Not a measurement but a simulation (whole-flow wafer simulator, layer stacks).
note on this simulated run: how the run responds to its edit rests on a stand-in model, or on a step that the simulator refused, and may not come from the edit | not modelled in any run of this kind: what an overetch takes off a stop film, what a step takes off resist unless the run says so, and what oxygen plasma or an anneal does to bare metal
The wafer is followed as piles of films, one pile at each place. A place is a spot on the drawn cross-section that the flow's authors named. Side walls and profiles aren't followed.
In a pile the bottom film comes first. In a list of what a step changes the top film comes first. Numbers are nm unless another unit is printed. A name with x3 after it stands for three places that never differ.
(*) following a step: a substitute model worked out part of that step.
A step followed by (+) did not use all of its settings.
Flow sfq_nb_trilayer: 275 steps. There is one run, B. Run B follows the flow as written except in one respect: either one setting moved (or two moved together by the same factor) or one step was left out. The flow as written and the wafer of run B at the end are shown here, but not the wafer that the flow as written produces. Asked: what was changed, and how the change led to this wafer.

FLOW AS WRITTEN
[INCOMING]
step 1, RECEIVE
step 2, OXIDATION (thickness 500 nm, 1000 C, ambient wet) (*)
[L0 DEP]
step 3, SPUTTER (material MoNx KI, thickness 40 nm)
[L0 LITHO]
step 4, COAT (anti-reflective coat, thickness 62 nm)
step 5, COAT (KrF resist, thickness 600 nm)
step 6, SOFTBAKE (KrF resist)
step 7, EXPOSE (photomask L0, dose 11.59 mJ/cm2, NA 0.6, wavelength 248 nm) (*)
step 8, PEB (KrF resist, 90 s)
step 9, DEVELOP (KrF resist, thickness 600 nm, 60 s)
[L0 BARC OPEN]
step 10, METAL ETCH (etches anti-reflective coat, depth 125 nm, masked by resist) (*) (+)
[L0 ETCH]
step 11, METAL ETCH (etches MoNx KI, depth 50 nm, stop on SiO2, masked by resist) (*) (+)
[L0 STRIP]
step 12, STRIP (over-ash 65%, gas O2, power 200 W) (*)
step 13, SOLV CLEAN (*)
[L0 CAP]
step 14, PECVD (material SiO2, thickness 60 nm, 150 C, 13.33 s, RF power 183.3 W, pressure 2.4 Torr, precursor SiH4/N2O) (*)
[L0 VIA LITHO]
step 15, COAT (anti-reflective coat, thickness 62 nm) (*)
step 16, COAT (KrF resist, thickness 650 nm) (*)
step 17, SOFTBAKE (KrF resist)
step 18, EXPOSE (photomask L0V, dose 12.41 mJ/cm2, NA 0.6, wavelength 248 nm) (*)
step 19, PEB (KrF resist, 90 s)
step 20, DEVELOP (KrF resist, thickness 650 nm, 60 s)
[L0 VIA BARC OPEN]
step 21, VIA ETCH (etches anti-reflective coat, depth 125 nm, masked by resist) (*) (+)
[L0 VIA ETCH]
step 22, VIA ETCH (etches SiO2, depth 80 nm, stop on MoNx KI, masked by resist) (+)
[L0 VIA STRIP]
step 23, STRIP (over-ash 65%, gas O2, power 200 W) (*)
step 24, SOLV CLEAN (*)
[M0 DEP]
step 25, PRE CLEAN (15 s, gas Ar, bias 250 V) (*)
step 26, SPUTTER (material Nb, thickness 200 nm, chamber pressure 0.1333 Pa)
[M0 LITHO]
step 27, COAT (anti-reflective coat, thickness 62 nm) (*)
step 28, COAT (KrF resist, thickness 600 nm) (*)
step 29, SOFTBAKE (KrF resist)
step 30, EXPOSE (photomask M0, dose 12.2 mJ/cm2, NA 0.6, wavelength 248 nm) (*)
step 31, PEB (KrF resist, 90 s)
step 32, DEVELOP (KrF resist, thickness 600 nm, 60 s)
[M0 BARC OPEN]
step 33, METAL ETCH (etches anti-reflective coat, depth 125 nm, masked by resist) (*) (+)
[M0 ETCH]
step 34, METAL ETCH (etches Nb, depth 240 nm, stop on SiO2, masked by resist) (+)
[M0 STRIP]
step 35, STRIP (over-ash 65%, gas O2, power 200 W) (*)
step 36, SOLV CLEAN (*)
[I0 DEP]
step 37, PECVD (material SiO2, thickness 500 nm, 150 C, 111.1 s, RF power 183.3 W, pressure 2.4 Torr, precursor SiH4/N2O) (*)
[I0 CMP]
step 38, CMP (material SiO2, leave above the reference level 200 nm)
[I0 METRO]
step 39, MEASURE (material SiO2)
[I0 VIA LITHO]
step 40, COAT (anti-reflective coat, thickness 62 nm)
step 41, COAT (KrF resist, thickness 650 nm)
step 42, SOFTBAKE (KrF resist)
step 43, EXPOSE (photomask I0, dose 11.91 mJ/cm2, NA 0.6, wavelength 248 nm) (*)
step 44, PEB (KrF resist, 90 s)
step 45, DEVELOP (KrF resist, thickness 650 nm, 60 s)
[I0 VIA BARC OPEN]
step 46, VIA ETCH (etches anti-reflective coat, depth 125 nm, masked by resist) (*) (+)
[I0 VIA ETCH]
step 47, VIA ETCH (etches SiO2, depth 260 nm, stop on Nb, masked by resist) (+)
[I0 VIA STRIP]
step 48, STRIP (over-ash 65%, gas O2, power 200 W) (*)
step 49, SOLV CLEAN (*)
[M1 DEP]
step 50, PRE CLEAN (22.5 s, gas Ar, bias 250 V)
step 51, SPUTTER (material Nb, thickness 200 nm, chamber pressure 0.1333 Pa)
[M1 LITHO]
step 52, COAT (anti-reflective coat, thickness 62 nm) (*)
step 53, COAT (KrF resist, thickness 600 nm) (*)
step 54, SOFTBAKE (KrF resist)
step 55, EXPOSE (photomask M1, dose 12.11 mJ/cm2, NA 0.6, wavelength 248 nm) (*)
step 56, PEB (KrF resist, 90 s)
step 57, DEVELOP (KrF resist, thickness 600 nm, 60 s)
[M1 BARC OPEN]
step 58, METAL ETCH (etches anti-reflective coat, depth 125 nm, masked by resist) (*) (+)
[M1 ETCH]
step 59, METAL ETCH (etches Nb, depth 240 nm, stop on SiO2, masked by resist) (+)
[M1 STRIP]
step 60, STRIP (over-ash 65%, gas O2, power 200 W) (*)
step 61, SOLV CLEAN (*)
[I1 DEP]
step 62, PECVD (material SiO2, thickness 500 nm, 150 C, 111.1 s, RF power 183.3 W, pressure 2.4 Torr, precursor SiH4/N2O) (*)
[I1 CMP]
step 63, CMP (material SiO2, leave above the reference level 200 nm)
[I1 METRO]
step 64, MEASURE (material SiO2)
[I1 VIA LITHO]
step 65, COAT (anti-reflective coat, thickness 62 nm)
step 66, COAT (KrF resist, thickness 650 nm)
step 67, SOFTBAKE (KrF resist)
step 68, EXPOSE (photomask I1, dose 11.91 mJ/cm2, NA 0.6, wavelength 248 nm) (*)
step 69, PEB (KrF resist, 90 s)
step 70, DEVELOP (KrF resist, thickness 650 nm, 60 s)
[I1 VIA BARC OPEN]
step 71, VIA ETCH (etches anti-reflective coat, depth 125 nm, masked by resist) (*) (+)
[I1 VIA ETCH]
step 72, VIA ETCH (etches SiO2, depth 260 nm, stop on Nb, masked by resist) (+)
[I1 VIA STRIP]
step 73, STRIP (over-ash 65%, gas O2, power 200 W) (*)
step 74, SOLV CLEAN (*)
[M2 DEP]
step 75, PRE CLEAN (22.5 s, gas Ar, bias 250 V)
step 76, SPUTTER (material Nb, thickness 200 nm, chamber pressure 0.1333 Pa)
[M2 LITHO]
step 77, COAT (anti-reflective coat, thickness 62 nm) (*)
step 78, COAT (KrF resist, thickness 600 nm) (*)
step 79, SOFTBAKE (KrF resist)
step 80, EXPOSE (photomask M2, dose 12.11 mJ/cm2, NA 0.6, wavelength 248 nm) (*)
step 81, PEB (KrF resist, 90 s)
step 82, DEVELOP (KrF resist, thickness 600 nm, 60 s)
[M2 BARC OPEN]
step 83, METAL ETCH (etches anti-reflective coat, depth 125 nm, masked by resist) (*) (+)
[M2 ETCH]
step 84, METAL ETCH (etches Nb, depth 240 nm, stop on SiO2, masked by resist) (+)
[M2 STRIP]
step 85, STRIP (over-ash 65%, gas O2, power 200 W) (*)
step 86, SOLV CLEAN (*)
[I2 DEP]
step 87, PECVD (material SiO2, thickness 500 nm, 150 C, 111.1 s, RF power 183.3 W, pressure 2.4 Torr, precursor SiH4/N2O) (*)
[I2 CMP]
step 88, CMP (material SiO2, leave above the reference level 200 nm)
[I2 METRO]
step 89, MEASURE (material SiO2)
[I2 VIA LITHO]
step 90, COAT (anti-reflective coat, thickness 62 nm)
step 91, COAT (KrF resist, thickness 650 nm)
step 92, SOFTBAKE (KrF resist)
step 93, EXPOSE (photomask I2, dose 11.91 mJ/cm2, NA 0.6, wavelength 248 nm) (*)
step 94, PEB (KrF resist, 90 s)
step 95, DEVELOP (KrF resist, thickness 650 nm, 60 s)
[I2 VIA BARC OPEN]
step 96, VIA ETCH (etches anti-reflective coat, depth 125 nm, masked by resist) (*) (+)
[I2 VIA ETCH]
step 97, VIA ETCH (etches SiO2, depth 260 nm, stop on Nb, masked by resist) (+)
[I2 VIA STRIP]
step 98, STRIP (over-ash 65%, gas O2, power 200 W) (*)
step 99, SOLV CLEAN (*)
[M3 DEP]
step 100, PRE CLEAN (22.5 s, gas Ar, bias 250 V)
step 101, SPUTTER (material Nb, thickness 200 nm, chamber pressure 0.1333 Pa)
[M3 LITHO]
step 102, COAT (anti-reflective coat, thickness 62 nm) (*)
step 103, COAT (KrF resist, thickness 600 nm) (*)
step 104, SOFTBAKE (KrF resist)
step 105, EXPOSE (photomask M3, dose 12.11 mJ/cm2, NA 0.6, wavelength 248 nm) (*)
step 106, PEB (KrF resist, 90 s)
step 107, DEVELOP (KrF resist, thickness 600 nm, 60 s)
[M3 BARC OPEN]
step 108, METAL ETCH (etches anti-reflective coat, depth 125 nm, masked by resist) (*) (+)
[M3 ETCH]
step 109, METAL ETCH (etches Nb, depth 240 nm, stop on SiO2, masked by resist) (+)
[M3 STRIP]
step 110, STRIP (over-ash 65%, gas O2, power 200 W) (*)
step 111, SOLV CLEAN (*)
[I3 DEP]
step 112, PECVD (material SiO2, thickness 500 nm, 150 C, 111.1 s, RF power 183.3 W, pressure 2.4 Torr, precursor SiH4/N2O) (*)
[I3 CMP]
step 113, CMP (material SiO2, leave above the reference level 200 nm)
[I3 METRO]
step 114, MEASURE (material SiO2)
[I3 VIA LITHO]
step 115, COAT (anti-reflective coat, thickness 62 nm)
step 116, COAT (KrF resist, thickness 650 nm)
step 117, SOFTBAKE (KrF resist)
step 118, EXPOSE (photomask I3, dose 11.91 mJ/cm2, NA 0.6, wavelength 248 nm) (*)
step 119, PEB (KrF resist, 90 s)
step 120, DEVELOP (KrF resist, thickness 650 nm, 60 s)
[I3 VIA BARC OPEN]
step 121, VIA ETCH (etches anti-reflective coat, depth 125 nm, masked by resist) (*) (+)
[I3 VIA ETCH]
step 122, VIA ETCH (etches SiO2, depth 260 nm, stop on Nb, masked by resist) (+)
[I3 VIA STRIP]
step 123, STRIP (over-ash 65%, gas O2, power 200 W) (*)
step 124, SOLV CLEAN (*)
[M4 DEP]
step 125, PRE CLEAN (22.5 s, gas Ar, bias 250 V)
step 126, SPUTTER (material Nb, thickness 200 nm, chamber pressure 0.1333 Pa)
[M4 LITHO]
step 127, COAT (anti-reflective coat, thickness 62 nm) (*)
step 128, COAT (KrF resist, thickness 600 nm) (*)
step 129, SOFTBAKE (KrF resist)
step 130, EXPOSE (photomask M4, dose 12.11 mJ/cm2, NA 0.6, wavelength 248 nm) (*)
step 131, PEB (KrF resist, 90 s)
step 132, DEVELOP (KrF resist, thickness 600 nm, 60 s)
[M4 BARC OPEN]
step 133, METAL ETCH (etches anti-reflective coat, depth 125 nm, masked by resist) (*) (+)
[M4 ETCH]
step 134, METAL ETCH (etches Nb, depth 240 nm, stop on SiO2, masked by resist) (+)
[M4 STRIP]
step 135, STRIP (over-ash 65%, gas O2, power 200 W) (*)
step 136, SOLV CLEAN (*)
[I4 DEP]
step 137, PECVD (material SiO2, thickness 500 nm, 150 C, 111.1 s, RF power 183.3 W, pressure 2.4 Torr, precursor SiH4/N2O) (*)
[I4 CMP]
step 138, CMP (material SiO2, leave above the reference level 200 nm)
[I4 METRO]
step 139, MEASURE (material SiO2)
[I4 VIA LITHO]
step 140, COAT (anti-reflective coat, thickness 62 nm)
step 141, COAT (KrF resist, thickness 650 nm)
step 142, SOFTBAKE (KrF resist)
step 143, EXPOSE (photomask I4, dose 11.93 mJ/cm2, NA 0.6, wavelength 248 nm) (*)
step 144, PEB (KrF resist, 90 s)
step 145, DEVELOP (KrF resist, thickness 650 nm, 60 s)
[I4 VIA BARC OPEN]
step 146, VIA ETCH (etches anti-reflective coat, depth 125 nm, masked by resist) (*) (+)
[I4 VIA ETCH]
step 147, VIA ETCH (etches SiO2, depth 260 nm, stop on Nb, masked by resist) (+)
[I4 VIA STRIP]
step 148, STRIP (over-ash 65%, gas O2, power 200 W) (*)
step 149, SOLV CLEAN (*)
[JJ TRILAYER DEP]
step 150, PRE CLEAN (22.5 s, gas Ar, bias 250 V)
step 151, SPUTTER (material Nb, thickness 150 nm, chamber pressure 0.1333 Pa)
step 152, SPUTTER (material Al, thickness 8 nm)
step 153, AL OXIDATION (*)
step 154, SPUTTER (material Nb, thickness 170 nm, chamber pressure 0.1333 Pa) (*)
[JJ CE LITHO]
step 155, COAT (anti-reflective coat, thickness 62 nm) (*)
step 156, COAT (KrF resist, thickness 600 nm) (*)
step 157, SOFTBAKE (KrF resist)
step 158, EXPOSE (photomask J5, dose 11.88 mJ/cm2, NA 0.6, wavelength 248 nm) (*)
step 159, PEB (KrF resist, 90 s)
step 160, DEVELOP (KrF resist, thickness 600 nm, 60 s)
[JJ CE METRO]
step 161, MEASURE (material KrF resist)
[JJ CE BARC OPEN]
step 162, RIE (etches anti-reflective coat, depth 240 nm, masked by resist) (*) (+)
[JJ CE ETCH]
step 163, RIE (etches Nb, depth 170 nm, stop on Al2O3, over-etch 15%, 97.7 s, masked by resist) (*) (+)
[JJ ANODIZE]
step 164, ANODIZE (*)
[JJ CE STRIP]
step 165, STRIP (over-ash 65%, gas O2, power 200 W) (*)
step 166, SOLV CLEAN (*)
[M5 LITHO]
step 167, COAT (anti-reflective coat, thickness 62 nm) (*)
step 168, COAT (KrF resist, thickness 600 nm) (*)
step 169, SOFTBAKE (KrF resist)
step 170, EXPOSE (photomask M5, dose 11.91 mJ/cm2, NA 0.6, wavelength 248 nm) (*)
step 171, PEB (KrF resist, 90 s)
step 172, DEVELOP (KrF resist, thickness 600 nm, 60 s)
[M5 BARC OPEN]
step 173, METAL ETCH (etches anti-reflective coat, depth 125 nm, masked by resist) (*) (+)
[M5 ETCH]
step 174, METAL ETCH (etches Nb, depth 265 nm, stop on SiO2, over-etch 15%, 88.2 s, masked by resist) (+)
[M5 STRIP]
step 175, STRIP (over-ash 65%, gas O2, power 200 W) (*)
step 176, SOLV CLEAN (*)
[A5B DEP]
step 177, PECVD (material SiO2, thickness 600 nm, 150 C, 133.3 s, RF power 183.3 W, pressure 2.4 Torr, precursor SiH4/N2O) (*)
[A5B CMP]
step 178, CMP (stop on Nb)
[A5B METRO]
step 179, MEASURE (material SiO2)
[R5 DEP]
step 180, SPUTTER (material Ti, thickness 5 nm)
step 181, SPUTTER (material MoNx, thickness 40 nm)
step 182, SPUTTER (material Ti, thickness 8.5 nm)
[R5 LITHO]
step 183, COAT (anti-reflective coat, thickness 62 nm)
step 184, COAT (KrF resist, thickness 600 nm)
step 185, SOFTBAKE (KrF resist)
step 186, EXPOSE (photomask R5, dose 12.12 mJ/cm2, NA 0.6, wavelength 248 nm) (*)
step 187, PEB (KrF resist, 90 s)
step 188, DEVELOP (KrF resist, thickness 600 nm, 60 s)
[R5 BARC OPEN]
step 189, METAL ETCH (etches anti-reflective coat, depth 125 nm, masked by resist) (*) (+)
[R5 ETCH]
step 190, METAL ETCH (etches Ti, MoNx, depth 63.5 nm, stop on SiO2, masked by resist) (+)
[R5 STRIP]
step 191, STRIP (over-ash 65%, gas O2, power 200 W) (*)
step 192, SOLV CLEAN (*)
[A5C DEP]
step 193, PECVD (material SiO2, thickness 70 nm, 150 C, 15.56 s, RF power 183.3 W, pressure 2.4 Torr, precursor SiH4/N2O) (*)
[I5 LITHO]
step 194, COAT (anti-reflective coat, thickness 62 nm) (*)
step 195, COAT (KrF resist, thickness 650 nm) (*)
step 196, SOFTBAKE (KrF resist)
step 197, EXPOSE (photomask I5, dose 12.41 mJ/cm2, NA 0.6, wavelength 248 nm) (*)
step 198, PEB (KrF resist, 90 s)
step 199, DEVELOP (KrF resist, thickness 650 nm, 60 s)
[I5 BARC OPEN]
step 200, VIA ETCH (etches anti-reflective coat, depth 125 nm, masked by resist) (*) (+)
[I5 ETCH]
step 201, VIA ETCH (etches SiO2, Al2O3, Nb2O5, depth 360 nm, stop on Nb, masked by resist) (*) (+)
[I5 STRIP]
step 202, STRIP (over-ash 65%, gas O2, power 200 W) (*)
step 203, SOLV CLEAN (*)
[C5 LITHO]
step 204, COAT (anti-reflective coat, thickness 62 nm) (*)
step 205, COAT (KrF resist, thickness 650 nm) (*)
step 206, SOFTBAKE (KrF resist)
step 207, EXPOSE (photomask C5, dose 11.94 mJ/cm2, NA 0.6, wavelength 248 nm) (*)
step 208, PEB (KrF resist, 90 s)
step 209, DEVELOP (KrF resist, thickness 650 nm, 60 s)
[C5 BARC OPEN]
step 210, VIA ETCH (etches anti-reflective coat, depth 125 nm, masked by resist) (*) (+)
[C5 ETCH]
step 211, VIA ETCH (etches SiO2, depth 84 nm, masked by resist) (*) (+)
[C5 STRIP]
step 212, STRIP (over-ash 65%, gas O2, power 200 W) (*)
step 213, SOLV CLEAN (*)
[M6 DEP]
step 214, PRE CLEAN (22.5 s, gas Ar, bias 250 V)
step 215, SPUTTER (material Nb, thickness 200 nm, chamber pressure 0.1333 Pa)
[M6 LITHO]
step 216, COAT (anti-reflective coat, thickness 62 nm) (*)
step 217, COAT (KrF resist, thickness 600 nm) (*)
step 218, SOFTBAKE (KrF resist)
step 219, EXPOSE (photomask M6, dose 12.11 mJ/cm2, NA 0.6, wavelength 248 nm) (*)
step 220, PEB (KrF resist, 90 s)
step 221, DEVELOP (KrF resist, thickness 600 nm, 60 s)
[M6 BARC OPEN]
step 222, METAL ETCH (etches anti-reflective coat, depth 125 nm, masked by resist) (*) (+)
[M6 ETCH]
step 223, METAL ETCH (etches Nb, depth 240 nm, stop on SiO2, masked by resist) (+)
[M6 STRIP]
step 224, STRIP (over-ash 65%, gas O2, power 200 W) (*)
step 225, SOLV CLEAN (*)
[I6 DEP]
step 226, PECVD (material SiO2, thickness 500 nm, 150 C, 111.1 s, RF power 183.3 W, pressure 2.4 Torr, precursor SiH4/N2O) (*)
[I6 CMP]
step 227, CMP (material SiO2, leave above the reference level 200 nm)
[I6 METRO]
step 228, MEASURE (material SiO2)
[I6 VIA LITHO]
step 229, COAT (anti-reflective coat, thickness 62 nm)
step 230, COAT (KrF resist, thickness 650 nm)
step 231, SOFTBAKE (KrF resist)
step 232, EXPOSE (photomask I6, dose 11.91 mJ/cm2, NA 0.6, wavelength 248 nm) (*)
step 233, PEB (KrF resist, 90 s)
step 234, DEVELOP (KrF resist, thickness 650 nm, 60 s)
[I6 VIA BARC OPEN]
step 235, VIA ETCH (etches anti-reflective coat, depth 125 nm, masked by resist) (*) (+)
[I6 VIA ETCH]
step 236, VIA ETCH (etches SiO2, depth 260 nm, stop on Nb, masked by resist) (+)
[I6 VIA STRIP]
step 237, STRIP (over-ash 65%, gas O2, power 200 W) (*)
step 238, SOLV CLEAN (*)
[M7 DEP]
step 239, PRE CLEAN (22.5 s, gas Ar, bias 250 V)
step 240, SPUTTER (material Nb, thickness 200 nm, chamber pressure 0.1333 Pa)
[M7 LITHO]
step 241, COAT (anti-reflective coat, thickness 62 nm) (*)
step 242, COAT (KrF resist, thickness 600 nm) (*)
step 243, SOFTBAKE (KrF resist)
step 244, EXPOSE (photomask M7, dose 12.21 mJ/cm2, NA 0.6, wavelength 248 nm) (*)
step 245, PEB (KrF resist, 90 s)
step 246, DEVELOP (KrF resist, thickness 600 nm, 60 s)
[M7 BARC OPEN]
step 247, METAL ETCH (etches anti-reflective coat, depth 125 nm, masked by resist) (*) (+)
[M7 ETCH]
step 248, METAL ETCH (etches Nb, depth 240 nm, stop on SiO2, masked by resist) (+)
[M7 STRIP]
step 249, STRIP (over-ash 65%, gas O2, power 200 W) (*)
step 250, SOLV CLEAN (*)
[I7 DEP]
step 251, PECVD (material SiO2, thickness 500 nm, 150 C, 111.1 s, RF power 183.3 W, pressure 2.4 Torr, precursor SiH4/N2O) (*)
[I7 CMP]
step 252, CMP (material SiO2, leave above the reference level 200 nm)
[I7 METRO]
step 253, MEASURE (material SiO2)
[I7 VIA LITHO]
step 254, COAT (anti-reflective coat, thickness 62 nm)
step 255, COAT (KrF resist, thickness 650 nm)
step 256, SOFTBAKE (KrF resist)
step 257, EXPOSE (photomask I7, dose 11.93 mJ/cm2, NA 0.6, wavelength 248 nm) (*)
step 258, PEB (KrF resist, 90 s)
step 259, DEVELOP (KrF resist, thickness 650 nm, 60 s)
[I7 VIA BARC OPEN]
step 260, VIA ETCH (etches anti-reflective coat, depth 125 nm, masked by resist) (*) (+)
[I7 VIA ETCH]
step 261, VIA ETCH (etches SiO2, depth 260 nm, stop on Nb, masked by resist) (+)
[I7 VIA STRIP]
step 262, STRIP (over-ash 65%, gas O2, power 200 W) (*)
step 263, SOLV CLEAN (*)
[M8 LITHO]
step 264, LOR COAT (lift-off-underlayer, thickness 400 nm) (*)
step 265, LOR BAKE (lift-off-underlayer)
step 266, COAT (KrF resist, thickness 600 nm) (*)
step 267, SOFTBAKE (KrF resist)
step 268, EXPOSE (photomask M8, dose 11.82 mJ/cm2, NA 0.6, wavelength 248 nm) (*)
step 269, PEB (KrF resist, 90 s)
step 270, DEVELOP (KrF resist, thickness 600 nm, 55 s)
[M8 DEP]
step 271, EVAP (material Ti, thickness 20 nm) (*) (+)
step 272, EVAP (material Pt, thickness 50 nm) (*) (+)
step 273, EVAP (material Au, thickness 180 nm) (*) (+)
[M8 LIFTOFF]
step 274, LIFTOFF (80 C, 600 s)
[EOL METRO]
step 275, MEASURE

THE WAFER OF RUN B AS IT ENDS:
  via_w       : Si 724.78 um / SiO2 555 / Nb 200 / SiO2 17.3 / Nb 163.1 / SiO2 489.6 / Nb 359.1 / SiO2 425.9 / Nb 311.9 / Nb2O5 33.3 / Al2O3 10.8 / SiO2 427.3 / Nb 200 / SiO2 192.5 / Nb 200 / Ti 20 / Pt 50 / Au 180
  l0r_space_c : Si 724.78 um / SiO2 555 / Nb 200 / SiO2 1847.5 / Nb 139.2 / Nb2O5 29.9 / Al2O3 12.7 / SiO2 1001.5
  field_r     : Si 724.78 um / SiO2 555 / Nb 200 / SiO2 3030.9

What caused this: step 38, CMP: leave above the reference level 285 nm was run, while the flow as written has leave above the reference level 200 nm.

How this came from the change, step by step:
  step 38, CMP (material SiO2, leave above the reference level 200 nm)
      v_sur, via_wl, via_w and 94 more: SiO2 loses 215 (it would be, as written: SiO2 loses 300)
      field_l, l0_sur, l0r_line_l, l0r_line_c, l0r_line_r: SiO2 loses 255 (it would be, as written: SiO2 loses 340)
      (as well as at 4 more places)
  step 47, VIA ETCH (etches SiO2, depth 260 nm, stop on Nb, masked by resist) (+)
      via_w: SiO2 loses 260 (it would be, as written: SiO2 loses 199.8 (all of it))
  step 50, PRE CLEAN (22.5 s, gas Ar, bias 250 V)
      via_w: SiO2 loses 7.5 (it would be, as written: Nb loses 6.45)
  step 51, SPUTTER (material Nb, thickness 200 nm, chamber pressure 0.1333 Pa)
      via_w: Nb gains 163.1 (new film) (it would be, as written: Nb gains 174.5)
  step 52, COAT (anti-reflective coat, thickness 62 nm) (*)
      via_w: anti-reflective coat gains 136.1 (new film) (it would be, as written: anti-reflective coat gains 123.1 (new film))
      via_wr: anti-reflective coat gains 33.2 (new film) (it would be, as written: anti-reflective coat gains 34.9 (new film))
  step 53, COAT (KrF resist, thickness 600 nm) (*)
      via_w: KrF resist gains 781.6 (new film) (it would be, as written: KrF resist gains 731.8 (new film))
  step 60, STRIP (over-ash 65%, gas O2, power 200 W) (*)
      via_w: KrF resist loses 563.6 (all of it), anti-reflective coat loses 136.1 (all of it) (it would be, as written: KrF resist loses 513.8 (all of it), anti-reflective coat loses 123.1 (all of it))
      via_wr: KrF resist loses 378.6 (all of it), anti-reflective coat loses 33.2 (all of it) (it would be, as written: KrF resist loses 384.4 (all of it), anti-reflective coat loses 34.9 (all of it))
  step 62, PECVD (material SiO2, thickness 500 nm, 150 C, 111.1 s, RF power 183.3 W, pressure 2.4 Torr, precursor SiH4/N2O) (*)
      via_w: SiO2 gains 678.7 (new film) (it would be, as written: SiO2 gains 606 (new film))
Taking metal films that touch as one body, via_w has 6 bodies (between them, from the top down: SiO2 192.5; SiO2 427.3 / Al2O3 10.8 / Nb2O5 33.3; SiO2 425.9; SiO2 489.6; SiO2 17.3); the flow as written gives 5 bodies (between them, from the top down: SiO2 192.5; SiO2 427.3 / Al2O3 10.8 / Nb2O5 33.3; SiO2 425.9; SiO2 416.9).
